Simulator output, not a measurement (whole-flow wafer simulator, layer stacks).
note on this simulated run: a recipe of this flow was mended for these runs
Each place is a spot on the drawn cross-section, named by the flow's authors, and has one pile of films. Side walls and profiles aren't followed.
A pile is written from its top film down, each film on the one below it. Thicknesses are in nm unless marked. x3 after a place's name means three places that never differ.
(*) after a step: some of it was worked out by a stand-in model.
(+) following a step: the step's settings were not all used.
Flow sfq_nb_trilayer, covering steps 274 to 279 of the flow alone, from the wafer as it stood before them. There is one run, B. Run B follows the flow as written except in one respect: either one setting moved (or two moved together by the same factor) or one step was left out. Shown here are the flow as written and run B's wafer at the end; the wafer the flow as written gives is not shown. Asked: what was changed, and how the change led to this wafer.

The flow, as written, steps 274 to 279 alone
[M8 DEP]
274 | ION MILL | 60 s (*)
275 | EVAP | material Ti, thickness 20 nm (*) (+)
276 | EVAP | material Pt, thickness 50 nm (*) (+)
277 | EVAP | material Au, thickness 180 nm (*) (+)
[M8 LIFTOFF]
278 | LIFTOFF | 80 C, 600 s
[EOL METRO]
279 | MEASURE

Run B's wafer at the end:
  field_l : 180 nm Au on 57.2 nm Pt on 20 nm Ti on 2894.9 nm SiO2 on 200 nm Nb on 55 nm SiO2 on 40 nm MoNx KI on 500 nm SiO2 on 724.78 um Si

The reason: step 276, EVAP: thickness 57.2 nm was run, though the flow has thickness 50 nm.
One can read it off the wafer: field_l has Pt 57.2, and step 276 as written asks for 50 nm.

How this came from the change, step by step:
  276 | EVAP | material Pt, thickness 50 nm (*) (+)
      field_l, v_sur x3, via_wl x2 and 100 more: Pt gains 57.2 (new film) (as written it would have been: Pt gains 50 (new film))
  278 | LIFTOFF | 80 C, 600 s
      p4_fl x5, p4_w1 x9, p3_s0 x11 and 49 more: Au loses 180 (all of it), Pt loses 57.2 (all of it), Ti loses 20 (all of it), KrF-resist-other-grade loses 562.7 (all of it), lift-off-underlayer loses 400 (all of it) (as written it would have been: Au loses 180 (all of it), Pt loses 50 (all of it), Ti loses 20 (all of it), KrF-resist-other-grade loses 562.7 (all of it), lift-off-underlayer loses 400 (all of it))
      r_sur, res, r_end: Au loses 180 (all of it), Pt loses 57.2 (all of it), Ti loses 20 (all of it), KrF-resist-other-grade loses 559.9 (all of it), lift-off-underlayer loses 399.5 (all of it) (as written it would have been: Au loses 180 (all of it), Pt loses 50 (all of it), Ti loses 20 (all of it), KrF-resist-other-grade loses 559.9 (all of it), lift-off-underlayer loses 399.5 (all of it))
      (as well as at 18 more places)
